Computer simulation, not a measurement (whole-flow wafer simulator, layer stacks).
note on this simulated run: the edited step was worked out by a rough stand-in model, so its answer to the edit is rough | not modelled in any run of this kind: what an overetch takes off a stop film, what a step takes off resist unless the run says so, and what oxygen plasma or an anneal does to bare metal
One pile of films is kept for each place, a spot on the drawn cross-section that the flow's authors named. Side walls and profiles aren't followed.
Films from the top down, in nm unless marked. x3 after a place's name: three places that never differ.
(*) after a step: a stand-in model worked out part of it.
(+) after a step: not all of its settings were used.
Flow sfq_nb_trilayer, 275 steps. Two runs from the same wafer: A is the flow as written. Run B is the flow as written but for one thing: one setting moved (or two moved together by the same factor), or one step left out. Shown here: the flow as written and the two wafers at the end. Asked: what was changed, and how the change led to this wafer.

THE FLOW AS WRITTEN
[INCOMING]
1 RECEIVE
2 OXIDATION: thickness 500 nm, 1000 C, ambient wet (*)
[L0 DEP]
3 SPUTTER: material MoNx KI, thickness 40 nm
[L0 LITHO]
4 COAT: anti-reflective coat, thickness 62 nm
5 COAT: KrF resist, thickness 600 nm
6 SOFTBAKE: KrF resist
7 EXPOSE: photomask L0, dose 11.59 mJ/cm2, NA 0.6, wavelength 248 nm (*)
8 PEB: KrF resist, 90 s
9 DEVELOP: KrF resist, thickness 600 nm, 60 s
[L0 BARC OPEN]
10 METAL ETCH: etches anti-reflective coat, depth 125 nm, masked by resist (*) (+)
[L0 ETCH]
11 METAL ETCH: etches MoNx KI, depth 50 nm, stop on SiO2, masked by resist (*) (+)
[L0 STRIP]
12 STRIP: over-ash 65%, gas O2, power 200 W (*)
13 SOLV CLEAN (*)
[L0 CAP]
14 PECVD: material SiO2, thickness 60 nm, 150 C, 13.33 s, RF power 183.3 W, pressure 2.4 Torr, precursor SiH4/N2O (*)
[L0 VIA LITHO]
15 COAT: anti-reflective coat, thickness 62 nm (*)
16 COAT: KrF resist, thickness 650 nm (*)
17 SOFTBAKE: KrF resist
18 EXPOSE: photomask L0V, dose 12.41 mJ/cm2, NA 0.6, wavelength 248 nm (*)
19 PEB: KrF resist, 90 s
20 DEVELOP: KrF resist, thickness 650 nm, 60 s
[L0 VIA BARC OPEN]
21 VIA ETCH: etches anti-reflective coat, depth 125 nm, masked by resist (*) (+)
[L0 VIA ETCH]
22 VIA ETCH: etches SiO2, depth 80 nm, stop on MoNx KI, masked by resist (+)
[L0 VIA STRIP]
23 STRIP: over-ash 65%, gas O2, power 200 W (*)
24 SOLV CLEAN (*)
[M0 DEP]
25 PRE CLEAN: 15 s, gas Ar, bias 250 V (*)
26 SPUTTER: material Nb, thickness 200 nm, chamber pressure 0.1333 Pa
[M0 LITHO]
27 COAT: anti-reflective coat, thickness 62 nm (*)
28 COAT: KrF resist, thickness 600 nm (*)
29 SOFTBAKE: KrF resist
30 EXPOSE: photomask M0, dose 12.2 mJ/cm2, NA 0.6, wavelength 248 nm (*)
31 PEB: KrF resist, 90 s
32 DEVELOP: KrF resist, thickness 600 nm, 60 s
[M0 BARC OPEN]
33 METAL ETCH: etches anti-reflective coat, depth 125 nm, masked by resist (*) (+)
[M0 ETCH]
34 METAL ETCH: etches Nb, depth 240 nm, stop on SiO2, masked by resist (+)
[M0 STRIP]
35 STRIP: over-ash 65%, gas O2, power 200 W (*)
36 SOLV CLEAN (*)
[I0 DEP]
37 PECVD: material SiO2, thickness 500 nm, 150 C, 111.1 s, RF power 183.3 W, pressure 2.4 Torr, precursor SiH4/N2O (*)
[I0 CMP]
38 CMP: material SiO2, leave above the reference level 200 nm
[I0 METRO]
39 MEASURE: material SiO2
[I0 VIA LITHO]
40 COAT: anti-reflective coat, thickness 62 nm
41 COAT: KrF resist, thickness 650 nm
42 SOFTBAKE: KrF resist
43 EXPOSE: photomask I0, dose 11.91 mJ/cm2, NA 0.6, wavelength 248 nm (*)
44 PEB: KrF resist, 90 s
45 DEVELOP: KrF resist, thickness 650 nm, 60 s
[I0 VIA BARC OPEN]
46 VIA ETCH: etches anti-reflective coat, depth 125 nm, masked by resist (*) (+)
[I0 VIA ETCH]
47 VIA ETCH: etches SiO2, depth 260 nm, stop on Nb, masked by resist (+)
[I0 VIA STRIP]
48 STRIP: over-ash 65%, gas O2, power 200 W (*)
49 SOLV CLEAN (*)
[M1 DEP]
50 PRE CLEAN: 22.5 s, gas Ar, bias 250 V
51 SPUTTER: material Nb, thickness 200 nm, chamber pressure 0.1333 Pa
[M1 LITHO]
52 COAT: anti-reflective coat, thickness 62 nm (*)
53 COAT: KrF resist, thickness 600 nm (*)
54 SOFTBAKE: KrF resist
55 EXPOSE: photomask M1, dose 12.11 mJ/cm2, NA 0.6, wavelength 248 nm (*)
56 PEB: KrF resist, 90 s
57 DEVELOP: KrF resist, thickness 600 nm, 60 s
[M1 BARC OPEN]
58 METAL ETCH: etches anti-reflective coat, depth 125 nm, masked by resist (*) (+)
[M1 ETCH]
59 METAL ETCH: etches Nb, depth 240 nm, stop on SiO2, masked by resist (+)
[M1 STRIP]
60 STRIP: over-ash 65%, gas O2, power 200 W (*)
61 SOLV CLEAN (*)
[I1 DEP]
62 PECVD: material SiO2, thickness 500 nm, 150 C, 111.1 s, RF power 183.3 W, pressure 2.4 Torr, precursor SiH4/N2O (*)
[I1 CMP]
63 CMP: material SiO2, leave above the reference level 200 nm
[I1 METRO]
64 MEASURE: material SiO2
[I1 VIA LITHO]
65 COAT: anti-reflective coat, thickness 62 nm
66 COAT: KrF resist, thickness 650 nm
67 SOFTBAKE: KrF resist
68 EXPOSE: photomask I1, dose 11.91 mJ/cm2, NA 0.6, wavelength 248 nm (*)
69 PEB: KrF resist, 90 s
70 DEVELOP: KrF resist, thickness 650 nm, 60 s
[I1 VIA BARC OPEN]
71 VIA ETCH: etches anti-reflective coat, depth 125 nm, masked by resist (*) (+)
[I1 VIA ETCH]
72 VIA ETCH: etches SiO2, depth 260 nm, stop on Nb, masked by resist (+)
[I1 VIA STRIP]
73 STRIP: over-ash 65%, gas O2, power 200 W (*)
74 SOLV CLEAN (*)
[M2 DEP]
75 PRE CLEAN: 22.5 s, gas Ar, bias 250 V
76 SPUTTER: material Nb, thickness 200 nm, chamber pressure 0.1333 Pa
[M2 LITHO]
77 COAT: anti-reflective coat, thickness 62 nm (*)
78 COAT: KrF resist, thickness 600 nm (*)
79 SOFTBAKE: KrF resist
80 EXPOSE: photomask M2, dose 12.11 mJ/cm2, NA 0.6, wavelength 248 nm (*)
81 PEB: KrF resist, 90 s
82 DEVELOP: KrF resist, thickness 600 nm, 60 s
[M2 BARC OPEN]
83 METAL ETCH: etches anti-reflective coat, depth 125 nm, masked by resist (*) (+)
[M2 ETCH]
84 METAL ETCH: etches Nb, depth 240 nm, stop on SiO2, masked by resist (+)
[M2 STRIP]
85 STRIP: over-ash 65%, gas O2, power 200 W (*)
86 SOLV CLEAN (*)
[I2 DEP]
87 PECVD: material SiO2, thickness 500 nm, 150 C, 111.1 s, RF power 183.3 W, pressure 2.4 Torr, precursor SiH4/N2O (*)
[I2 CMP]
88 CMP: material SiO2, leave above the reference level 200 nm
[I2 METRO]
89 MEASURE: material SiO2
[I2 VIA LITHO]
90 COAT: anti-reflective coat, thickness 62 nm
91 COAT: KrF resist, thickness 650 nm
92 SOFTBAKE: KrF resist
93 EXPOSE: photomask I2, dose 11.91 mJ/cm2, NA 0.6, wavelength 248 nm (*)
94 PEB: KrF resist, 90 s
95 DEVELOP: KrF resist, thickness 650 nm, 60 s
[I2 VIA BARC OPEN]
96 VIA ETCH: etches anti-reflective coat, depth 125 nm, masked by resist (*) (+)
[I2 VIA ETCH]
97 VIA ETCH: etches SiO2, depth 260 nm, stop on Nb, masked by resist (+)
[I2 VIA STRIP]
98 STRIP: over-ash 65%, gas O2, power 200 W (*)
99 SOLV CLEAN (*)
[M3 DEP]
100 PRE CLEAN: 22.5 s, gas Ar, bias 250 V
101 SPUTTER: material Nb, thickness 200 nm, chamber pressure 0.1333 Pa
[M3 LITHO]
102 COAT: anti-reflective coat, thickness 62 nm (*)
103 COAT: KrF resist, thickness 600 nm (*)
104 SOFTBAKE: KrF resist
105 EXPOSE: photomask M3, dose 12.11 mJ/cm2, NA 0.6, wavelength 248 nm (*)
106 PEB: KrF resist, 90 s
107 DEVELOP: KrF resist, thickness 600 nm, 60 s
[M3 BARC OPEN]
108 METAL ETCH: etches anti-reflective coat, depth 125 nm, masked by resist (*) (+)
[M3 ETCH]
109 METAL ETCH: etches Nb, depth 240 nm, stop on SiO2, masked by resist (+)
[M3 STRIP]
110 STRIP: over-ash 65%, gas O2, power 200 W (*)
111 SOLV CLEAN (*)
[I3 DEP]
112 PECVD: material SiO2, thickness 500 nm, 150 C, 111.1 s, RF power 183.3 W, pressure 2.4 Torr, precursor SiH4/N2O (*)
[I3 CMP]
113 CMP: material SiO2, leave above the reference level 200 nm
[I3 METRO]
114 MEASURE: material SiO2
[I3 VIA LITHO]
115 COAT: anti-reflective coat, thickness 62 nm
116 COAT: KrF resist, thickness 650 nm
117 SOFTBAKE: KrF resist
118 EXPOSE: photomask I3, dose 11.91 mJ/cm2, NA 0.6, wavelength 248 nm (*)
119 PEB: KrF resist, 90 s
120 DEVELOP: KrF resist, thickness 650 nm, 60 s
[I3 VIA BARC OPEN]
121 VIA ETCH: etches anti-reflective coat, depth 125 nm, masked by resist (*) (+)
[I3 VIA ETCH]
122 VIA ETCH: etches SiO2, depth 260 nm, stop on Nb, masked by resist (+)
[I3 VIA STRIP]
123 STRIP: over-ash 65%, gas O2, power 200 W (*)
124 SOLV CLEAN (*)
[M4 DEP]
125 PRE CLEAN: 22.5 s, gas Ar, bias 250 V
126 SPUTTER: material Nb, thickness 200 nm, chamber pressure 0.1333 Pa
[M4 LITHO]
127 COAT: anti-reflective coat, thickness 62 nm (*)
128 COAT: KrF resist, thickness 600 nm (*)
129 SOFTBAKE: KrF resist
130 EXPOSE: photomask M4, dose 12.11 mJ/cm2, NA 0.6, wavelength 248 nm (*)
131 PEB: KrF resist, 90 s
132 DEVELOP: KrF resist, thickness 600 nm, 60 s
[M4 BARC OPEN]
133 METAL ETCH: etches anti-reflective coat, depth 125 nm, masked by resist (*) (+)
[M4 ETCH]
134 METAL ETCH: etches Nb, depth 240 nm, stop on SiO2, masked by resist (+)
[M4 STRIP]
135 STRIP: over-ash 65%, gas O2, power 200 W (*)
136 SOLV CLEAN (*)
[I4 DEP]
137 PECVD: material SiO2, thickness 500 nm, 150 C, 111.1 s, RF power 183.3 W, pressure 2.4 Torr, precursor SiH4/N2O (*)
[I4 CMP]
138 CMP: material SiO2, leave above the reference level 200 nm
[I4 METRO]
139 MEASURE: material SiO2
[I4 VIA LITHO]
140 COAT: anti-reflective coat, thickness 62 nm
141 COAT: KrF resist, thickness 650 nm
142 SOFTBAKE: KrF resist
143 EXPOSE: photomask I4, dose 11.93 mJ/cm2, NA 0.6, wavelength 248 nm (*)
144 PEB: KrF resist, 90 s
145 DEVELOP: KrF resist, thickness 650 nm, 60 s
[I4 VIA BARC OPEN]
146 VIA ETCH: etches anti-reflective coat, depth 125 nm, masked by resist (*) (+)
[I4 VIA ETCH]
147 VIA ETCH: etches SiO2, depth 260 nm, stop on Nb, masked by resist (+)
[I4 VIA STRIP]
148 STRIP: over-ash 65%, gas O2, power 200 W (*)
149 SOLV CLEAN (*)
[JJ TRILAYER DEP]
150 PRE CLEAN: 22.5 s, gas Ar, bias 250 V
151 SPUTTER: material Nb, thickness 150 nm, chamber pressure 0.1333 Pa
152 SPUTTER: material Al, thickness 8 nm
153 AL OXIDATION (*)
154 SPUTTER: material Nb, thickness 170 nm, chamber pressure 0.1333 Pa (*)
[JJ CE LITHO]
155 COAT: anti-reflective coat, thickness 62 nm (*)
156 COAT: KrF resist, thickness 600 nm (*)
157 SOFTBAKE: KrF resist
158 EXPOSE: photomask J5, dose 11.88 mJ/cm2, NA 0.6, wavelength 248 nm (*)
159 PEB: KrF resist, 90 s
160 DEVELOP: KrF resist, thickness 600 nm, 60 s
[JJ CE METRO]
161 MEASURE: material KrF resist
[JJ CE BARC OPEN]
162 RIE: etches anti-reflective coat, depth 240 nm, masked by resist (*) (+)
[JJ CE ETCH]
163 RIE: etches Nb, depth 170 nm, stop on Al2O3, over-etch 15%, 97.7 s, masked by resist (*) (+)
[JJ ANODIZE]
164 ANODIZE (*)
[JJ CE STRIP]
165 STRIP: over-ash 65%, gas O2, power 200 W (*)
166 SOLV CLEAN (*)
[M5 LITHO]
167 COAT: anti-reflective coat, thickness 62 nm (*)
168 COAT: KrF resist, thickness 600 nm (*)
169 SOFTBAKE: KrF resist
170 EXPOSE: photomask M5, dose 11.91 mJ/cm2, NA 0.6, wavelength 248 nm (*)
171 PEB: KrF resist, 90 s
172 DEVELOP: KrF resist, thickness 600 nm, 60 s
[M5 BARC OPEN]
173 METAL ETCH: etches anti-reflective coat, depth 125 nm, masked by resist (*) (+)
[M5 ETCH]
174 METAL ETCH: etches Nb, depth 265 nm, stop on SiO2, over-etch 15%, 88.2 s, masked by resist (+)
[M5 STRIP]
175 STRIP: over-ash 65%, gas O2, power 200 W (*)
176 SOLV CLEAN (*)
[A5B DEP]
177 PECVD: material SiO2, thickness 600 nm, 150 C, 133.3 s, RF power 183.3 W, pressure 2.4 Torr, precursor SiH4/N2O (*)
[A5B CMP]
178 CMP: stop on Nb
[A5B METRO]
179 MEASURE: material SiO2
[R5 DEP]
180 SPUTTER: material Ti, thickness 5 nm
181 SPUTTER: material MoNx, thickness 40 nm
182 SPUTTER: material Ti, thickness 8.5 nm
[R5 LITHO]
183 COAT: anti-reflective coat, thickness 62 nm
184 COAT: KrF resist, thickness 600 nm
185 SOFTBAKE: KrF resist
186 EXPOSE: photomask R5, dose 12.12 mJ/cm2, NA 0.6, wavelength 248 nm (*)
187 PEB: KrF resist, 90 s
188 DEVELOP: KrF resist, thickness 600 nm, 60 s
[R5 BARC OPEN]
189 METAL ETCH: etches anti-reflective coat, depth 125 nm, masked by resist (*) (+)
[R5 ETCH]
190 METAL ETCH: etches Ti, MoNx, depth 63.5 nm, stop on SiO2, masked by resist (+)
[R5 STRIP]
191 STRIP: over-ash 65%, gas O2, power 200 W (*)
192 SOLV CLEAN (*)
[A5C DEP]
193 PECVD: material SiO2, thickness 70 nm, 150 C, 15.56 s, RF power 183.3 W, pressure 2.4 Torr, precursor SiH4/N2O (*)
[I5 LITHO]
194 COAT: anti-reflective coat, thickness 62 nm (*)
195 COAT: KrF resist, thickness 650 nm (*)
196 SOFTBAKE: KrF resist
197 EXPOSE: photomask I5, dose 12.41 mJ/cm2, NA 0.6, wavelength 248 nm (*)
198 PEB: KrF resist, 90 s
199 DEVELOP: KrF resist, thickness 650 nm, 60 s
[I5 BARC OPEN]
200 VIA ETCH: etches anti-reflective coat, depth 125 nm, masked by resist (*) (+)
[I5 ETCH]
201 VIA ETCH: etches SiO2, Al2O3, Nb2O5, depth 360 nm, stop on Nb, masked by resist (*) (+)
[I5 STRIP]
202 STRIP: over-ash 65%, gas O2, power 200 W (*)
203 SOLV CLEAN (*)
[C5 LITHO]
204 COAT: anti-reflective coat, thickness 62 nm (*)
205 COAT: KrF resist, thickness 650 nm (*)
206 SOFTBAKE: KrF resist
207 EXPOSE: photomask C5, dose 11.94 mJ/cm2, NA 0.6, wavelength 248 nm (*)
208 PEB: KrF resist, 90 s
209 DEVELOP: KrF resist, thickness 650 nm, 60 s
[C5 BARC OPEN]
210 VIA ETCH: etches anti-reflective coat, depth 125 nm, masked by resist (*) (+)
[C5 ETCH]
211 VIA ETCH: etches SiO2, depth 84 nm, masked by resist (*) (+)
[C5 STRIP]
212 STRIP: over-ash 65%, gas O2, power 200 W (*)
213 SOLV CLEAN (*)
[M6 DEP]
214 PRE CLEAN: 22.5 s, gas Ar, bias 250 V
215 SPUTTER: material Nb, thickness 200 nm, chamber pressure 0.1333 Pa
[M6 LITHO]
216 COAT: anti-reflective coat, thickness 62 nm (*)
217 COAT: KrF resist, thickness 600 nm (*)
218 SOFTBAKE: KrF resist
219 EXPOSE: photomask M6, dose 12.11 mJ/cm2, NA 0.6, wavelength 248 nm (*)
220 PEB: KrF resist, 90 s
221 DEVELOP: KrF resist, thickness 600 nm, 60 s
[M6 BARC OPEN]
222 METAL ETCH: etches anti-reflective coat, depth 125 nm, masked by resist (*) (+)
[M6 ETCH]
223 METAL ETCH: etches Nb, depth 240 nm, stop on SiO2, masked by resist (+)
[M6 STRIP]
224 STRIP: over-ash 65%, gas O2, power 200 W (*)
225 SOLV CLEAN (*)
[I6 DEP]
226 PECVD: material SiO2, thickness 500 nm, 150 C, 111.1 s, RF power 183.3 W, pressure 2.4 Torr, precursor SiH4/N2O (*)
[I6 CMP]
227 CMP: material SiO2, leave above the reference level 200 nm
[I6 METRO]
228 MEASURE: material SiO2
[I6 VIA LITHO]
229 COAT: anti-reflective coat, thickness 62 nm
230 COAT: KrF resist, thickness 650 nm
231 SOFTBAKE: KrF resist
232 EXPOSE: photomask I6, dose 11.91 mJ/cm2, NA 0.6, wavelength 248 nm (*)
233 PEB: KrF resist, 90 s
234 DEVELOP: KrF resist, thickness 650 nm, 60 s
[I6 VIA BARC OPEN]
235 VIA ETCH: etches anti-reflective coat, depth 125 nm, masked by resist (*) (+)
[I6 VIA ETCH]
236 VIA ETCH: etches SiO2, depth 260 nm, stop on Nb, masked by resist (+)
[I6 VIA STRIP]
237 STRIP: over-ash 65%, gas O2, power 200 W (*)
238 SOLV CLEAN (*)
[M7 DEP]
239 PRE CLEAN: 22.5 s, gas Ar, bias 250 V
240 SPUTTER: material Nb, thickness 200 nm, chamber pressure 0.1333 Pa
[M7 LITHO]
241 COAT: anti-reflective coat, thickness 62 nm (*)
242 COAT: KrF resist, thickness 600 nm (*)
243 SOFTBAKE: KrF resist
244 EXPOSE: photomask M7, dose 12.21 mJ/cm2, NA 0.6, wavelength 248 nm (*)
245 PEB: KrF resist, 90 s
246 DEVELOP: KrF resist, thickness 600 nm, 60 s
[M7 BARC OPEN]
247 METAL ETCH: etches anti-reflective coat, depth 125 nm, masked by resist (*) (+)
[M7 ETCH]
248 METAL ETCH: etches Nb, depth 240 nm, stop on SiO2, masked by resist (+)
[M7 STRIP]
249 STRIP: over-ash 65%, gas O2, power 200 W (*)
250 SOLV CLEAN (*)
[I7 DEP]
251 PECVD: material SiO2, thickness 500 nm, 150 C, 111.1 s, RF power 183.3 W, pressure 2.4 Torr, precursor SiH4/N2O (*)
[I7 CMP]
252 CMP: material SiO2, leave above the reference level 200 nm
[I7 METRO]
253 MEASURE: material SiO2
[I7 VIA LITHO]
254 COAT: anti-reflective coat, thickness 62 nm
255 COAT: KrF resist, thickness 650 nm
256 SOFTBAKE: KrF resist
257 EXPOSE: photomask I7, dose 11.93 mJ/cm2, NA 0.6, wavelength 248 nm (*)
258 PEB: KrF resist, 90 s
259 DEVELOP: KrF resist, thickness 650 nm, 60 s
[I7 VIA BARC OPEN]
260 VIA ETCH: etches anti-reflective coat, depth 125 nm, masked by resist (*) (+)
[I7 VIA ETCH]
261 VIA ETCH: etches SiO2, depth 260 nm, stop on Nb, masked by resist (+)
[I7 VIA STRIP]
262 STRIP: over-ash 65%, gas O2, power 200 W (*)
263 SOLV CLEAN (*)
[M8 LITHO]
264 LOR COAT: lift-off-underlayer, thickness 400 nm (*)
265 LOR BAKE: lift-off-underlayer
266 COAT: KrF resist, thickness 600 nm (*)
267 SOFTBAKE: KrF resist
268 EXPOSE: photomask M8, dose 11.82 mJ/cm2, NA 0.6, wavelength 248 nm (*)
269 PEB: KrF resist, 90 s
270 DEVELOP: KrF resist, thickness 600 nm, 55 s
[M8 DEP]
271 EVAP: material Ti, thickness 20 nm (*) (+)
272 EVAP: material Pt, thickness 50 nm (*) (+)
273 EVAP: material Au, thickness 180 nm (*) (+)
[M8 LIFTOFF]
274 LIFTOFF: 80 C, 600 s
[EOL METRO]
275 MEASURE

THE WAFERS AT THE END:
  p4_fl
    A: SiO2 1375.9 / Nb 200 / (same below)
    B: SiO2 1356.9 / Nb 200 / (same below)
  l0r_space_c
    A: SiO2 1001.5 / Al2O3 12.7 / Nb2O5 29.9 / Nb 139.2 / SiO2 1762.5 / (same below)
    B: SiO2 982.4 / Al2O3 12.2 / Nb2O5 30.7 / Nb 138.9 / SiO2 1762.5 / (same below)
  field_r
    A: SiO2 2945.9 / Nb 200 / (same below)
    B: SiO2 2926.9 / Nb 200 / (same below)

The cause: step 154, SPUTTER: thickness 151 nm was run, where the flow has thickness 170 nm.

How the change led to this, step by step:
  154 SPUTTER: material Nb, thickness 170 nm, chamber pressure 0.1333 Pa (*)
      field_l, v_sur, via_sp and 100 more: A Nb +170 (new film) | B Nb +151 (new film)
      via_wl, via_wr: A Nb +140.7 (new film) | B Nb +124.9 (new film)
      (and at 1 more place)
  155 COAT: anti-reflective coat, thickness 62 nm (*)
      via_wl, via_wr: A anti-reflective coat +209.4 (new film) | B anti-reflective coat +204.3 (new film)
  162 RIE: etches anti-reflective coat, depth 240 nm, masked by resist (*) (+)
      ce_l, c5j, ce_r, wl_jj: A KrF resist -209.4 | B KrF resist -204.3
      via_wl, via_wr: A anti-reflective coat -209.4 (all of it) | B anti-reflective coat -204.3 (all of it)
  163 RIE: etches Nb, depth 170 nm, stop on Al2O3, over-etch 15%, 97.7 s, masked by resist (*) (+)
      field_l, v_sur, via_sp and 96 more: A Nb -170 (all of it), Al2O3 -0.51 | B Nb -151 (all of it), Al2O3 -0.96 (all of it)
      via_wl, via_wr: A Nb -140.7 (all of it), Al2O3 -0.96 (all of it) | B Nb -124.9 (all of it), Al2O3 -0.96 (all of it)
      (and at 1 more place)
  164 ANODIZE (*)
      field_l, v_sur, via_sp and 96 more: A Al2O3 +12.2, Nb2O5 +29.9 (new film), Al -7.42 (all of it), Nb -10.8 | B Al2O3 +12.2 (new film), Nb2O5 +30.7 (new film), Al -7.42 (all of it), Nb -11.1
  167 COAT: anti-reflective coat, thickness 62 nm (*)
      wl_j_sl, wl_j_sr: A anti-reflective coat +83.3 (new film) | B anti-reflective coat +80.8 (new film)
      jj_sur: A anti-reflective coat +82.6 (new film) | B anti-reflective coat +80.2 (new film)
      (and at 5 more places)
  168 COAT: KrF resist, thickness 600 nm (*)
      ce_l: A KrF resist +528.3 (new film) | B KrF resist +540.6 (new film)
      c5j: A KrF resist +507.6 (new film) | B KrF resist +519.5 (new film)
      (and at 2 more places)
  174 METAL ETCH: etches Nb, depth 265 nm, stop on SiO2, over-etch 15%, 88.2 s, masked by resist (+)
      field_l, r_sur, res and 50 more: A Al2O3 -12.6 (all of it), Nb2O5 -29.9 (all of it), Nb -139.2 (all of it), SiO2 -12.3 | B Al2O3 -12.2 (all of it), Nb2O5 -30.7 (all of it), Nb -138.9 (all of it), SiO2 -12.3
  175 STRIP: over-ash 65%, gas O2, power 200 W (*)
      jj_sur: A KrF resist -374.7 (all of it), anti-reflective coat -82.6 (all of it) | B KrF resist -373.4 (all of it), anti-reflective coat -80.2 (all of it)
      ce_l: A KrF resist -299.6 (all of it), anti-reflective coat -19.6 (all of it) | B KrF resist -311.9 (all of it), anti-reflective coat -21.4 (all of it)
      (and at 6 more places)
  178 CMP: stop on Nb
      v_sur, via_sp, via_v and 43 more: A SiO2 -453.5 | B SiO2 -472.6
      field_l, p4_fl, p4_fm and 39 more: A SiO2 -259.3 | B SiO2 -278.3
      (and at 14 more places)
  201 VIA ETCH: etches SiO2, Al2O3, Nb2O5, depth 360 nm, stop on Nb, masked by resist (*) (+)
      be: A SiO2 -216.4 (all of it), Al2O3 -12.7 (all of it), Nb2O5 -29.9 (all of it) | B SiO2 -197.3 (all of it), Al2O3 -12.2 (all of it), Nb2O5 -30.7 (all of it)
  204 COAT: anti-reflective coat, thickness 62 nm (*)
      be: A anti-reflective coat +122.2 (new film) | B anti-reflective coat +119.4 (new film)
  212 STRIP: over-ash 65%, gas O2, power 200 W (*)
      be: A KrF resist -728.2 (all of it), anti-reflective coat -122.2 (all of it) | B KrF resist -714.8 (all of it), anti-reflective coat -119.4 (all of it)
  215 SPUTTER: material Nb, thickness 200 nm, chamber pressure 0.1333 Pa
      be: A Nb +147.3 | B Nb +151.6
  216 COAT: anti-reflective coat, thickness 62 nm (*)
      be: A anti-reflective coat +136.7 (new film) | B anti-reflective coat +133.1 (new film)
  217 COAT: KrF resist, thickness 600 nm (*)
      be: A KrF resist +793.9 (new film) | B KrF resist +777.8 (new film)
  ... 1 more step ...
  226 PECVD: material SiO2, thickness 500 nm, 150 C, 111.1 s, RF power 183.3 W, pressure 2.4 Torr, precursor SiH4/N2O (*)
      be: A SiO2 +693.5 (new film) | B SiO2 +670.5 (new film)
